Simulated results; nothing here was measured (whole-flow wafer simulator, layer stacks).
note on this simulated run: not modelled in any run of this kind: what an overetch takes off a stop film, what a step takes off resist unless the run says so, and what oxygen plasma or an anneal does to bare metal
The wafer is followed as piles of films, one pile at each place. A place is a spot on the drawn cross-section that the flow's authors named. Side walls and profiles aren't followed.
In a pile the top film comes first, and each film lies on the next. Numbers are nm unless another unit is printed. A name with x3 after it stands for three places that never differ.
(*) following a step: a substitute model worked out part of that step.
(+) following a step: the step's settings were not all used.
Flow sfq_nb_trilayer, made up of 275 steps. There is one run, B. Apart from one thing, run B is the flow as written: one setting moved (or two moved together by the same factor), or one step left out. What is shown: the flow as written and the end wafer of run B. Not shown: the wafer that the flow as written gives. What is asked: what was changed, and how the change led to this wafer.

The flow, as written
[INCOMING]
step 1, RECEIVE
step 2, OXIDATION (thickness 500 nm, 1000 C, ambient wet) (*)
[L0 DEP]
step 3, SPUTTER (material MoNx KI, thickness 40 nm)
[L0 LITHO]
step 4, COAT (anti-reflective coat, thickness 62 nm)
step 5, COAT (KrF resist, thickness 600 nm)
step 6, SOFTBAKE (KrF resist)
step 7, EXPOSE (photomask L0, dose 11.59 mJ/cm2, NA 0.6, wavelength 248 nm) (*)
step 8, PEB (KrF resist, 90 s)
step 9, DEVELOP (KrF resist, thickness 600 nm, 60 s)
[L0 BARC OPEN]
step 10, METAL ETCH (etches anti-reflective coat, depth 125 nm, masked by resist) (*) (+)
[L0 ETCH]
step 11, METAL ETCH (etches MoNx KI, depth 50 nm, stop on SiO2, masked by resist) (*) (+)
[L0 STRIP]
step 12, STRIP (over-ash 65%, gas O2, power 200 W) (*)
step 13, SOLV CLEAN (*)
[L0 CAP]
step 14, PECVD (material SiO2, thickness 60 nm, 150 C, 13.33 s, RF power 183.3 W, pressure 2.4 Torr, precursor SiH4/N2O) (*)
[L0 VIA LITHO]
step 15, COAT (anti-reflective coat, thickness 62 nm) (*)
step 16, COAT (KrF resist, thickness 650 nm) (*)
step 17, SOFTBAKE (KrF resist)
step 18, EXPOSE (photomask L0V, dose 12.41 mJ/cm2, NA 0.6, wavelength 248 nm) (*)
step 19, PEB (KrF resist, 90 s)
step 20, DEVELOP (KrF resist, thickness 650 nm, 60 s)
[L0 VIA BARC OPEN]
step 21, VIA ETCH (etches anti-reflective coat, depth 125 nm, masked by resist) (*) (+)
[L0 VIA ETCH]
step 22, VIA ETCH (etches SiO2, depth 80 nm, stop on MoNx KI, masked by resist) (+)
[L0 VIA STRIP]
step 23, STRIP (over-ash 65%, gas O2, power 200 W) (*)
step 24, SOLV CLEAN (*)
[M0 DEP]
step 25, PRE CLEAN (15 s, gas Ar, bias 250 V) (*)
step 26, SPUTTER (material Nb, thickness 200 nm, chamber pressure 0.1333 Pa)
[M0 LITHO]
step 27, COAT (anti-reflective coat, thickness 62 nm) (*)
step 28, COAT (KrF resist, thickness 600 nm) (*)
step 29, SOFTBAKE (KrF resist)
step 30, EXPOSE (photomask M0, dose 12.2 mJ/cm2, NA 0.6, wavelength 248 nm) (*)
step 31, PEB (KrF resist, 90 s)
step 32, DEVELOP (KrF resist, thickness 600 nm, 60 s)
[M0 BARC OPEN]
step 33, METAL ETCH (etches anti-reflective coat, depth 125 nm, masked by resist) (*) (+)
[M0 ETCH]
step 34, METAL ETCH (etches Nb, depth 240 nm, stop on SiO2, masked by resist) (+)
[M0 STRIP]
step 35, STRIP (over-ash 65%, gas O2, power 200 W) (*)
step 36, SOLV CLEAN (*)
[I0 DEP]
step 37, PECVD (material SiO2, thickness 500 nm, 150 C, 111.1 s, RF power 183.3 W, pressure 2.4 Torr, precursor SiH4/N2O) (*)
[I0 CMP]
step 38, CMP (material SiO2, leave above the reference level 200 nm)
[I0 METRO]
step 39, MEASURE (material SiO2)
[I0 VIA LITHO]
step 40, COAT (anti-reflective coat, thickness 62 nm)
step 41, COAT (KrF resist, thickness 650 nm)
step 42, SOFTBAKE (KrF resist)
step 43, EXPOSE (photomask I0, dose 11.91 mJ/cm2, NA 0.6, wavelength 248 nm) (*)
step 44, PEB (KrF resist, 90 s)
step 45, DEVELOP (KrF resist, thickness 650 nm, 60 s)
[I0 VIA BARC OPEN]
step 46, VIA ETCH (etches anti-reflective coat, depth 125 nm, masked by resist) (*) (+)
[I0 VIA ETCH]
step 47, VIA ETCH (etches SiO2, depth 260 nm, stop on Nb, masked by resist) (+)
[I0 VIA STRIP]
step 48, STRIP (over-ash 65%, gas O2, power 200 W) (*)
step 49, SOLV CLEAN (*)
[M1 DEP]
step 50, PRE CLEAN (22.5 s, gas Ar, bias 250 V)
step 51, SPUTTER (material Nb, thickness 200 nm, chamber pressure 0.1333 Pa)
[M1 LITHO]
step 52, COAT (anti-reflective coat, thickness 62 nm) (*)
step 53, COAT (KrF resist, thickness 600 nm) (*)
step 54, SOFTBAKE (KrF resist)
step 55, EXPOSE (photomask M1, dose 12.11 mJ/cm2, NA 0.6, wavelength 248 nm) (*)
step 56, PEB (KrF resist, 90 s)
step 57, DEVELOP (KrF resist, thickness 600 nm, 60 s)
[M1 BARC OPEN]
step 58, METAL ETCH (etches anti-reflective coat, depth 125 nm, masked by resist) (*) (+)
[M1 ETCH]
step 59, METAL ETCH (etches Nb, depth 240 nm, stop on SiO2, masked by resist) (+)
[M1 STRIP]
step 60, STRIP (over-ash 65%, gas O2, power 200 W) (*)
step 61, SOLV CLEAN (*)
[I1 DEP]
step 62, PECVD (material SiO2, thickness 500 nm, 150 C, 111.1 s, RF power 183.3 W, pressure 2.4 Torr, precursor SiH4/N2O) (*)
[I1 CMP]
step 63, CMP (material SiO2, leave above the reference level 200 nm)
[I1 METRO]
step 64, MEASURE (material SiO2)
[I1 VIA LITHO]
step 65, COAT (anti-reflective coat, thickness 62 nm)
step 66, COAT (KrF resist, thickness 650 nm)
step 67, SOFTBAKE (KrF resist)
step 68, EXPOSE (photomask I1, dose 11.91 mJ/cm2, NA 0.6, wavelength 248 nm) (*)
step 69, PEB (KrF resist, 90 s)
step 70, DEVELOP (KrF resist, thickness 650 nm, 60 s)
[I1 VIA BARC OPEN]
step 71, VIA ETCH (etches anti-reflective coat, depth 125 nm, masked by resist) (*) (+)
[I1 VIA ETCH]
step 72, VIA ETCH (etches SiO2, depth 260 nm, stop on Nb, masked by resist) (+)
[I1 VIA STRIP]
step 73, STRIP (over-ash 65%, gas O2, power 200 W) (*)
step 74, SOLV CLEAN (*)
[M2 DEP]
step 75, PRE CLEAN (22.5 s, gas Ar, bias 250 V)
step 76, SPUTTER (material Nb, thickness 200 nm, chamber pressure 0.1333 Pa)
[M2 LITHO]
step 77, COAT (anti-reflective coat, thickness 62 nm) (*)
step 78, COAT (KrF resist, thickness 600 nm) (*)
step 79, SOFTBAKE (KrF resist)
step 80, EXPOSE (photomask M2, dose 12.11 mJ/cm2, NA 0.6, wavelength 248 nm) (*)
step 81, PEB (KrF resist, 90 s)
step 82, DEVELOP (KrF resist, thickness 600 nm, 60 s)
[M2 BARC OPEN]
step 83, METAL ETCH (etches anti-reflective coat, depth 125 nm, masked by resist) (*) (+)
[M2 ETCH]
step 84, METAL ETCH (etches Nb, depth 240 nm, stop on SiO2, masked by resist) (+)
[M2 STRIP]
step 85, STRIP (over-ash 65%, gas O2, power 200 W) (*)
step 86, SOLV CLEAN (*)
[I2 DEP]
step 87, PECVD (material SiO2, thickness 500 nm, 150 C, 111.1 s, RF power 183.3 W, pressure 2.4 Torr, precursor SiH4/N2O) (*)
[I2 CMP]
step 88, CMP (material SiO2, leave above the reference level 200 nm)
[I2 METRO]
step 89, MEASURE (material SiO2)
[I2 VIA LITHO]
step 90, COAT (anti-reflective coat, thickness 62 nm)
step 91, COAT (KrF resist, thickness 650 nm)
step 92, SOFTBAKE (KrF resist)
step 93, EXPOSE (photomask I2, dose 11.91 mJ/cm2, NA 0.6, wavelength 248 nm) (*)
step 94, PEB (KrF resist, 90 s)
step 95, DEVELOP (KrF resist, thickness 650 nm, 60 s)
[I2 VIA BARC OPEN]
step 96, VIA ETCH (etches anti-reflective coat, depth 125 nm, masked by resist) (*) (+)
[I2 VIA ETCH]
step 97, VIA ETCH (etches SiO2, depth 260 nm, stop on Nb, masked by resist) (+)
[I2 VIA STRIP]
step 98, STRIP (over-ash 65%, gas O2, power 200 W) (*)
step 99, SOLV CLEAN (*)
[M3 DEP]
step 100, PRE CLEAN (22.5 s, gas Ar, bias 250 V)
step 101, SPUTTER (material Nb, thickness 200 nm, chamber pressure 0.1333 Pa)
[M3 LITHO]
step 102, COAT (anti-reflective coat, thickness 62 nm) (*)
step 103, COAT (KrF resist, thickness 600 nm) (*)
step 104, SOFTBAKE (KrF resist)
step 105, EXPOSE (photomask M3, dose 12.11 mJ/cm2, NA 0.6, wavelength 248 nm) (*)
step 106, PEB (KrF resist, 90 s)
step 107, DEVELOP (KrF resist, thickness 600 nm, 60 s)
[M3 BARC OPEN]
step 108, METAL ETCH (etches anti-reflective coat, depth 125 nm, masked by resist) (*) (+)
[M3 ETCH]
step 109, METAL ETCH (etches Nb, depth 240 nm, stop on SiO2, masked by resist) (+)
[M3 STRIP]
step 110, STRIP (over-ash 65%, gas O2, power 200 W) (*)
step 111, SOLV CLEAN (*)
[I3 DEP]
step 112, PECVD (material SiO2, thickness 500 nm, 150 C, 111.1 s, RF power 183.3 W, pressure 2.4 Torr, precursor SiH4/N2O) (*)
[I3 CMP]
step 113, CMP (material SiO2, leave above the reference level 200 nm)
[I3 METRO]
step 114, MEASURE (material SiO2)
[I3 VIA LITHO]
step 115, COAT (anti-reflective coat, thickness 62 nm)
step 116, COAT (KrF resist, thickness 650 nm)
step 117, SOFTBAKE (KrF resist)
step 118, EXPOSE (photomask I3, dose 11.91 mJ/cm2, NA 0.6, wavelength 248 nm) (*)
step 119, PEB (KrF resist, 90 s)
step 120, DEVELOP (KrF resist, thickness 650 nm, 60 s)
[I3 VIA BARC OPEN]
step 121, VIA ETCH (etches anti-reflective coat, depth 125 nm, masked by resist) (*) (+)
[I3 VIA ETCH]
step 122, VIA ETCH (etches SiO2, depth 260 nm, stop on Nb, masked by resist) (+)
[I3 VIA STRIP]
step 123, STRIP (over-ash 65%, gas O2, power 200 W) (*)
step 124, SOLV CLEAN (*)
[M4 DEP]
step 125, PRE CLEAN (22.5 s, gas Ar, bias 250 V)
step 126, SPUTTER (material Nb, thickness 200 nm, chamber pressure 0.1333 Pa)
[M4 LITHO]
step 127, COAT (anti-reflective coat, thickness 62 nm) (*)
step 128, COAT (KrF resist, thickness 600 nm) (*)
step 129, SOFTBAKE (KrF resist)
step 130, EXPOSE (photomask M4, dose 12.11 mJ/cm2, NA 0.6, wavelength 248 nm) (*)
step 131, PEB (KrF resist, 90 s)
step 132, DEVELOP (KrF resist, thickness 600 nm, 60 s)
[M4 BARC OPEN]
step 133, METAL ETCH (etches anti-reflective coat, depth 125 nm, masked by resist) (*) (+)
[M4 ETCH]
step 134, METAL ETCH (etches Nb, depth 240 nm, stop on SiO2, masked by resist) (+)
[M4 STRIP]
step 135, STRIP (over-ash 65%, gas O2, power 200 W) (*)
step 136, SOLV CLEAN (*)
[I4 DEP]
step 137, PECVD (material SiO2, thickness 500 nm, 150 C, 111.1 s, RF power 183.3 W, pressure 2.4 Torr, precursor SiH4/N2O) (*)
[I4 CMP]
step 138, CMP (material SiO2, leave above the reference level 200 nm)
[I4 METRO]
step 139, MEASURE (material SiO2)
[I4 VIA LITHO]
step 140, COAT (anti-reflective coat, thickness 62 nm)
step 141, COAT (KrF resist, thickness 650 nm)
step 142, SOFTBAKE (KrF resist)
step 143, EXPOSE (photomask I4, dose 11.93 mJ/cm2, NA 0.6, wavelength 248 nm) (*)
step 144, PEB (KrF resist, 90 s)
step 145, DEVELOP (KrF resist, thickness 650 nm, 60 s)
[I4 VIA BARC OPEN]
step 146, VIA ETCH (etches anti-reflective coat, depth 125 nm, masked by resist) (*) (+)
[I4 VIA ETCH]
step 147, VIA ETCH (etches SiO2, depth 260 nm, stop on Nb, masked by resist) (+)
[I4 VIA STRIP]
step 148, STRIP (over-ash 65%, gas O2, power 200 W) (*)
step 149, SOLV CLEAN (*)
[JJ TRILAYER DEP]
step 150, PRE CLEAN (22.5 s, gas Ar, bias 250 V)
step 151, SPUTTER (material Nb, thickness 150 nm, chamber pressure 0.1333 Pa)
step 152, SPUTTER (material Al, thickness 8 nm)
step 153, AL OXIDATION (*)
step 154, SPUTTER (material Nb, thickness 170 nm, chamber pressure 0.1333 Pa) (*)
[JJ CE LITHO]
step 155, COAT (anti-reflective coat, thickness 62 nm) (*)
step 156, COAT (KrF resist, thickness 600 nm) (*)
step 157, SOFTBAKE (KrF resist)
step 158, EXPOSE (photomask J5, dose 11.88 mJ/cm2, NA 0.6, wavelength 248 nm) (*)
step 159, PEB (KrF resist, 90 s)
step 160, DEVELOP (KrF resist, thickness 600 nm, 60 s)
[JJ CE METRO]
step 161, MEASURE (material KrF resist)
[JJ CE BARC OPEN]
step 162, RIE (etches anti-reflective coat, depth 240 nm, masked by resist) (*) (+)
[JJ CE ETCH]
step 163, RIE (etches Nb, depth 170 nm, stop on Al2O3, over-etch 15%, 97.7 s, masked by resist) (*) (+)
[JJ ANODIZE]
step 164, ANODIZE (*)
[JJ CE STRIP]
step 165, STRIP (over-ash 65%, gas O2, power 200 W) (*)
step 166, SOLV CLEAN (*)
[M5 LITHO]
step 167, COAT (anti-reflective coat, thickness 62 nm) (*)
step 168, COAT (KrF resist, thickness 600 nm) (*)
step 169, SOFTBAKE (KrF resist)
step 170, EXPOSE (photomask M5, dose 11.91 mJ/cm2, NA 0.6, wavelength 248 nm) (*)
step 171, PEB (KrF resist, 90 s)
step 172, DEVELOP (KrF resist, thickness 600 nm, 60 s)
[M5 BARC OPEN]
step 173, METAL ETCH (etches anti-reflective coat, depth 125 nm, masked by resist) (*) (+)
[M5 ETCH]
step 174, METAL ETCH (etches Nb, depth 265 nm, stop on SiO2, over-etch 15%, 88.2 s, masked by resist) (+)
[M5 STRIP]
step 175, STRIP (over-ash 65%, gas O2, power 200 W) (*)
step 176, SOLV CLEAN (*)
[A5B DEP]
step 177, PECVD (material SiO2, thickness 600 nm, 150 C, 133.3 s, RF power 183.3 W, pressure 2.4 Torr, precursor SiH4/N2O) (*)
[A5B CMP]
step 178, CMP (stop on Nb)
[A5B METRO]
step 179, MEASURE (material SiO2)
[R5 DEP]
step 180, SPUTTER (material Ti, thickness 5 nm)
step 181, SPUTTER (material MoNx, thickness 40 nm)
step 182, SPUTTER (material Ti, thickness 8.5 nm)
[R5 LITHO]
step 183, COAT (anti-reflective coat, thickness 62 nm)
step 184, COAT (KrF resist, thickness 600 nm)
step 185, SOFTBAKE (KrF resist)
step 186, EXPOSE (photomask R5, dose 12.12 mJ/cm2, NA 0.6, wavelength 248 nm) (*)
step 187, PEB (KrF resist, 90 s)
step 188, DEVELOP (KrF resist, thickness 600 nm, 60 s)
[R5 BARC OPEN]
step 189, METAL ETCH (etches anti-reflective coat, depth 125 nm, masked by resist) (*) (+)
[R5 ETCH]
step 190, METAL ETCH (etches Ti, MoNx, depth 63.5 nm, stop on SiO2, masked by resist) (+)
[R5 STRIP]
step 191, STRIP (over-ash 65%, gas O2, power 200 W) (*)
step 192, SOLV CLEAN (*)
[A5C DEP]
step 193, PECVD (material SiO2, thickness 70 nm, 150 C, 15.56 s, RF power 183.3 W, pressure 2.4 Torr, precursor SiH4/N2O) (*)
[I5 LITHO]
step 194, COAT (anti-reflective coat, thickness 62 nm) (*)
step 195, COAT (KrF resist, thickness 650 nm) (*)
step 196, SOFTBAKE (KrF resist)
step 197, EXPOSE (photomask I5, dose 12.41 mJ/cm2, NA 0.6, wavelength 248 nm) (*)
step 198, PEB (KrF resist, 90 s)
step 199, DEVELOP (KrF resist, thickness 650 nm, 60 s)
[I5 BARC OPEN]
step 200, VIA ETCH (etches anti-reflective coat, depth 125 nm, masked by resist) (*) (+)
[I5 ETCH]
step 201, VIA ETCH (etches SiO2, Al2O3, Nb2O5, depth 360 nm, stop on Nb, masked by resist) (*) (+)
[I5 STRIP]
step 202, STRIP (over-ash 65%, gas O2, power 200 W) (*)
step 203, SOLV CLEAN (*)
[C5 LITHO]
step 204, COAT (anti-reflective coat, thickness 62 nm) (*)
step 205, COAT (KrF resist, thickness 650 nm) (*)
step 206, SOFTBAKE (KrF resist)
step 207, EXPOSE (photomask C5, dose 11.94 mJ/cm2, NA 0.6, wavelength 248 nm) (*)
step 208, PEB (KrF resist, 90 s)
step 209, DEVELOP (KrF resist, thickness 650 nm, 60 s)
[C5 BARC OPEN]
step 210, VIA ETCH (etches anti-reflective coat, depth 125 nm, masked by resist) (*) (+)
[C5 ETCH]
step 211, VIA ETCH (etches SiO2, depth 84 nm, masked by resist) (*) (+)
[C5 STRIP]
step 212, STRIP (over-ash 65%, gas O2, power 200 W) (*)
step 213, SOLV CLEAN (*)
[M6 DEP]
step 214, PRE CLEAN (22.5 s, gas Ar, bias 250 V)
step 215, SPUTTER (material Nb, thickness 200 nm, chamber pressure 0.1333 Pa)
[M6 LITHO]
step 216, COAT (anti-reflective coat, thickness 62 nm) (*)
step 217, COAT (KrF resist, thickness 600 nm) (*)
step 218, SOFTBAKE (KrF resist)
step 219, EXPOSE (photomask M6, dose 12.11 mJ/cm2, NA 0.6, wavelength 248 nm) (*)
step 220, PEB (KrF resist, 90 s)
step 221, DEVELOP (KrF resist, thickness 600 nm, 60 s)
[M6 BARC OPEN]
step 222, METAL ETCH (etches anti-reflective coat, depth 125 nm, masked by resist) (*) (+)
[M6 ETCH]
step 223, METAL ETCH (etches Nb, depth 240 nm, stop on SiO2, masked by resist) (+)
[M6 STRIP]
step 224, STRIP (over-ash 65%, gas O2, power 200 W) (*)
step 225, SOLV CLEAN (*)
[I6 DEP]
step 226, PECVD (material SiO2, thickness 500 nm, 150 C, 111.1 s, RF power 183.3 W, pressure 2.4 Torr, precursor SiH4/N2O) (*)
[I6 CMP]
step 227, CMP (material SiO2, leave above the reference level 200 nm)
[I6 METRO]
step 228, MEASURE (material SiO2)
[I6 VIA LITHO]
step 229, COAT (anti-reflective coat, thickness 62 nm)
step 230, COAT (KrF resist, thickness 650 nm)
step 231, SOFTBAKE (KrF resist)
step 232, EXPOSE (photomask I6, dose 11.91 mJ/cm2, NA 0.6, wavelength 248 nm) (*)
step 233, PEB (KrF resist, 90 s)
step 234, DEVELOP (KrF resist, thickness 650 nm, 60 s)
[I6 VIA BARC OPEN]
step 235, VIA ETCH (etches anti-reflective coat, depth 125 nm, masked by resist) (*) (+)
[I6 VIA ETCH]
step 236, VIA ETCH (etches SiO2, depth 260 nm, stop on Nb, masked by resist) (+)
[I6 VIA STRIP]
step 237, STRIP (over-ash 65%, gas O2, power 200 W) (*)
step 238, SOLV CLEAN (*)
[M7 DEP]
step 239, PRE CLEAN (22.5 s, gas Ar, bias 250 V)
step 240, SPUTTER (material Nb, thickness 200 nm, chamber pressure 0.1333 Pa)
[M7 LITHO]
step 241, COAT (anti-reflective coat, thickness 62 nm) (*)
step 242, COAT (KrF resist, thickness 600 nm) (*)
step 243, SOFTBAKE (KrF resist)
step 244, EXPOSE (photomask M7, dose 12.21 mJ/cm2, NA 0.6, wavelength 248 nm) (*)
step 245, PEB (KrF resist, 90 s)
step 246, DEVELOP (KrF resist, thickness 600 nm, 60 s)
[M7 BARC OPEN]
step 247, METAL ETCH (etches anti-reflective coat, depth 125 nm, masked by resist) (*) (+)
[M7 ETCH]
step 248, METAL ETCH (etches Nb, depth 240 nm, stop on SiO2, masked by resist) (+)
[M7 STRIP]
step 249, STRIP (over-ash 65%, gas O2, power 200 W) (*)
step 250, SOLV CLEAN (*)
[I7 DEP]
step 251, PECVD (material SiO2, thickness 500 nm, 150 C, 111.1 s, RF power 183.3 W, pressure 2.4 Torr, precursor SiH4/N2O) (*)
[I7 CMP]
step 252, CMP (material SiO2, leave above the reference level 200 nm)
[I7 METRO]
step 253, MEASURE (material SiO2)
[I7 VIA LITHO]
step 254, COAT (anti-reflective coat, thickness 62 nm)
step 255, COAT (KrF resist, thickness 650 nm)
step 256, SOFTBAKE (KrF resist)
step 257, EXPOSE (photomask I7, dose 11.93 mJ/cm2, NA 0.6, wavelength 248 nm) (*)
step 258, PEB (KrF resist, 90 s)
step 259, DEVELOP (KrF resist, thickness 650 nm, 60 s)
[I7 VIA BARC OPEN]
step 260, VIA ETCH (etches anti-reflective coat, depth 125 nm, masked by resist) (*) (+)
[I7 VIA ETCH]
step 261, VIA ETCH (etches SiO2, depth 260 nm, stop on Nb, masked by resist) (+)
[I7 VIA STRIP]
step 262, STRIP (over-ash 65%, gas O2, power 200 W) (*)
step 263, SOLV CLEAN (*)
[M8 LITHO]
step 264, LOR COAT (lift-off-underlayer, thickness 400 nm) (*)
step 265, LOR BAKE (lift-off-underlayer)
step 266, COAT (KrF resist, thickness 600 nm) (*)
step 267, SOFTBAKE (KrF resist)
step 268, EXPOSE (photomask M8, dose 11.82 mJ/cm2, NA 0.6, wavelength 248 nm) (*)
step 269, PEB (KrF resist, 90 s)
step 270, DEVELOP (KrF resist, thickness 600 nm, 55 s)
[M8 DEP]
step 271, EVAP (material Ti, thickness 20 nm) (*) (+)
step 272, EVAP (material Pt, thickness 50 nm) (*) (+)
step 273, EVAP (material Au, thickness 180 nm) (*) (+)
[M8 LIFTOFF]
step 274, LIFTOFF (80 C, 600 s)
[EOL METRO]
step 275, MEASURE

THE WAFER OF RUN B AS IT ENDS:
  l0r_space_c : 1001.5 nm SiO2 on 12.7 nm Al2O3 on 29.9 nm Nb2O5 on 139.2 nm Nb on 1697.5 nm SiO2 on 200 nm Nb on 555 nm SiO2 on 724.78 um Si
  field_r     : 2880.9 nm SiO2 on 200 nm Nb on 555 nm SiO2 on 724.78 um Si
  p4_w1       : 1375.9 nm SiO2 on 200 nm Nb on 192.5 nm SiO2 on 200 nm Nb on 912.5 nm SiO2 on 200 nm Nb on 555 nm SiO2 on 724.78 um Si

The reason: step 51, SPUTTER: thickness 135 nm was run, though the flow has thickness 200 nm.

Step by step, how the change led to this:
  step 51, SPUTTER (material Nb, thickness 200 nm, chamber pressure 0.1333 Pa)
      field_l, v_sur, via_wl and 102 more: Nb gains 135 (new film) (it would be, as written: Nb gains 200 (new film))
      via_w: Nb gains 118.5 (it would be, as written: Nb gains 174.5)
  step 52, COAT (anti-reflective coat, thickness 62 nm) (*)
      via_wl: anti-reflective coat gains 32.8 (new film) (it would be, as written: anti-reflective coat gains 33.8 (new film))
      via_w: anti-reflective coat gains 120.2 (new film) (it would be, as written: anti-reflective coat gains 123.1 (new film))
      (also at 1 further place)
  step 59, METAL ETCH (etches Nb, depth 240 nm, stop on SiO2, masked by resist) (+)
      field_l, be, be_sur and 79 more: Nb loses 135 (all of it) (it would be, as written: Nb loses 200 (all of it))
      v_sur, via_wl, via_w and 21 more: KrF resist loses 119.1 (it would be, as written: KrF resist loses 141.2)
  step 60, STRIP (over-ash 65%, gas O2, power 200 W) (*)
      wl_j_sl, wl_jj, wl_j_sr and 13 more: KrF resist loses 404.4 (all of it), anti-reflective coat loses 62 (all of it) (it would be, as written: KrF resist loses 382.4 (all of it), anti-reflective coat loses 62 (all of it))
      v_sur: KrF resist loses 388.5 (all of it), anti-reflective coat loses 60.9 (all of it) (it would be, as written: KrF resist loses 365.9 (all of it), anti-reflective coat loses 61.1 (all of it))
      (also at 7 further places)
  step 62, PECVD (material SiO2, thickness 500 nm, 150 C, 111.1 s, RF power 183.3 W, pressure 2.4 Torr, precursor SiH4/N2O) (*)
      wl_d_sl, wl_d_sr: SiO2 gains 500 (it would be, as written: SiO2 gains 557.1)
      via_w: SiO2 gains 590.4 (new film) (it would be, as written: SiO2 gains 606 (new film))
  step 63, CMP (material SiO2, leave above the reference level 200 nm)
      field_l, be, be_sur and 72 more: SiO2 loses 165 (it would be, as written: SiO2 loses 100)
      lsp_m, ln_m6, lsp_r, l0_sur, l0v: SiO2 loses 165 (it would be, as written: SiO2 loses 94.9)
      (also at 3 further places)
